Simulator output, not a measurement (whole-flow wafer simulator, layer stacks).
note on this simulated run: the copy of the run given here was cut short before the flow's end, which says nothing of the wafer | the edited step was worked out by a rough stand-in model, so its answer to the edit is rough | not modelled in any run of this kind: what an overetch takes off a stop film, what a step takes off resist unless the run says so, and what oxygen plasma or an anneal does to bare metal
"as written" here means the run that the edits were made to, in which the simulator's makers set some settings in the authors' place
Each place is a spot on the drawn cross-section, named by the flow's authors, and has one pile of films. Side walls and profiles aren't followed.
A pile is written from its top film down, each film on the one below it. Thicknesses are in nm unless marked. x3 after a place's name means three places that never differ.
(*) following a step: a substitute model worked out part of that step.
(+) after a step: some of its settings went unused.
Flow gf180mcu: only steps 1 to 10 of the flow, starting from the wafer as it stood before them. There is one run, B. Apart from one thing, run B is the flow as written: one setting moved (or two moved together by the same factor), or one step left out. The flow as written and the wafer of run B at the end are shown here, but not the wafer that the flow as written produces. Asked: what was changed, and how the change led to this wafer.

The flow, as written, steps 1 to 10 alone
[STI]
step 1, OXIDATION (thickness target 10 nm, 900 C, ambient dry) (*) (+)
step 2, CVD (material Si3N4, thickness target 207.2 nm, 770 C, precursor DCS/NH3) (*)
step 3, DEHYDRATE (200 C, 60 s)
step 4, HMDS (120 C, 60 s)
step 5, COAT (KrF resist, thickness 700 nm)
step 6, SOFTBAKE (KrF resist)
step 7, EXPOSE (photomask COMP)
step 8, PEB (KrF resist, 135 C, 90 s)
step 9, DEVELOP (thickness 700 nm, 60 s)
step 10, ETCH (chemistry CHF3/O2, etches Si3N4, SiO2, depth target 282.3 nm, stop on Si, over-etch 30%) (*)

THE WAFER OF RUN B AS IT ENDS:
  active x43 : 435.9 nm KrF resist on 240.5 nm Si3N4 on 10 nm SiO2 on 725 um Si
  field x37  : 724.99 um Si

Cause: step 2, CVD: thickness target 240.5 nm was run, though the flow has thickness target 207.2 nm.
The wafer lets one read it off: active x43 has Si3N4 240.5, and step 2 as written asks for 207.2 nm.

Step by step, how the change led to this:
  step 2, CVD (material Si3N4, thickness target 207.2 nm, 770 C, precursor DCS/NH3) (*)
      field x37, active x43: Si3N4 gains 240.5 (new film) (in the flow as written it would be: Si3N4 gains 207.2 (new film))
  step 10, ETCH (chemistry CHF3/O2, etches Si3N4, SiO2, depth target 282.3 nm, stop on Si, over-etch 30%) (*)
      field x37: Si3N4 loses 240.5 (all of it), SiO2 loses 10 (all of it), Si loses 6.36 (in the flow as written it would be: Si3N4 loses 207.2 (all of it), SiO2 loses 10 (all of it), Si loses 13)
